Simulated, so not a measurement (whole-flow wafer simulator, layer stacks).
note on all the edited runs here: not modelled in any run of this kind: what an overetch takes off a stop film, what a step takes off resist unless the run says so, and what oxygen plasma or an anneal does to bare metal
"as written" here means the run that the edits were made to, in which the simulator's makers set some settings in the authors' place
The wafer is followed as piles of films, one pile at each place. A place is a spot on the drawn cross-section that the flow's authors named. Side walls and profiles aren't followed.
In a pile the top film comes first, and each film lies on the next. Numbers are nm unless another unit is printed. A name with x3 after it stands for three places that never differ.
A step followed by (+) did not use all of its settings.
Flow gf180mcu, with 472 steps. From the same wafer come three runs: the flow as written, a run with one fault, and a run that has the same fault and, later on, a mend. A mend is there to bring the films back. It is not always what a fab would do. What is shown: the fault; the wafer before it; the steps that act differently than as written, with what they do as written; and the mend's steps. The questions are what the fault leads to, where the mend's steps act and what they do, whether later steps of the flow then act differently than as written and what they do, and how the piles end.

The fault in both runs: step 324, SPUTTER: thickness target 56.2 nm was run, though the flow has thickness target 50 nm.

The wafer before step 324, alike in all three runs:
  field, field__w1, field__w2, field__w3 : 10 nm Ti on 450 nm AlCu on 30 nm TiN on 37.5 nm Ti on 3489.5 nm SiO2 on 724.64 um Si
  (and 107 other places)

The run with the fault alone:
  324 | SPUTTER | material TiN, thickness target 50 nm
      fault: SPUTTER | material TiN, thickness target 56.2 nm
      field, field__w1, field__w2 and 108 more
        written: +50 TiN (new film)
        fault: +56.2 TiN (new film)
  Steps further on in the flow that do not act as written (5 other steps are not shown; they differ only slightly, by no more than 2% or 0.5 nm, whichever is larger):
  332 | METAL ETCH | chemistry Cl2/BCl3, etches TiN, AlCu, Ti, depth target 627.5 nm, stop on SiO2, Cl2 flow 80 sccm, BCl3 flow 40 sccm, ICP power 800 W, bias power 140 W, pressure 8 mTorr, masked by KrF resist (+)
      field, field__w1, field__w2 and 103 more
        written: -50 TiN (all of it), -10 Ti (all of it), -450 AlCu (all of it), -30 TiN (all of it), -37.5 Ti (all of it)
        fault: -56.2 TiN (all of it), -10 Ti (all of it), -450 AlCu (all of it), -30 TiN (all of it), -37.5 Ti (all of it)
  At field__w8, contact, m1, m1__w1, m1_nw, the piles at the end differ from the flow's by more than 2% or 0.5 nm, whichever is larger.
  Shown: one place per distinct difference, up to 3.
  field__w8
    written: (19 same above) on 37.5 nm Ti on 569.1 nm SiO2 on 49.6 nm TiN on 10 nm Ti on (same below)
    fault: (19 same above) on 37.5 nm Ti on 562.9 nm SiO2 on 55.8 nm TiN on 10 nm Ti on (same below)
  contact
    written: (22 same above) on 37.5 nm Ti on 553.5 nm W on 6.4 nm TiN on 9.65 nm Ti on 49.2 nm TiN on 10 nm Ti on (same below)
    fault: (22 same above) on 37.5 nm Ti on 547.2 nm W on 6.43 nm TiN on 9.69 nm Ti on 55.4 nm TiN on 10 nm Ti on (same below)

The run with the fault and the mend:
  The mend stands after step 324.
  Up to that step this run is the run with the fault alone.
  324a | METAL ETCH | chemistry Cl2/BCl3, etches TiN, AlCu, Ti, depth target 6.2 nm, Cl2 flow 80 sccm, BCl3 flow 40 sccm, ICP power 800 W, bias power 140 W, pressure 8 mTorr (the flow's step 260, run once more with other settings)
      field, field__w1, field__w2 and 108 more
        -6.2 TiN
  Later steps of the flow that are run all act as written at every place that is followed.
  The piles end the same as the flow's at every place that both follow.
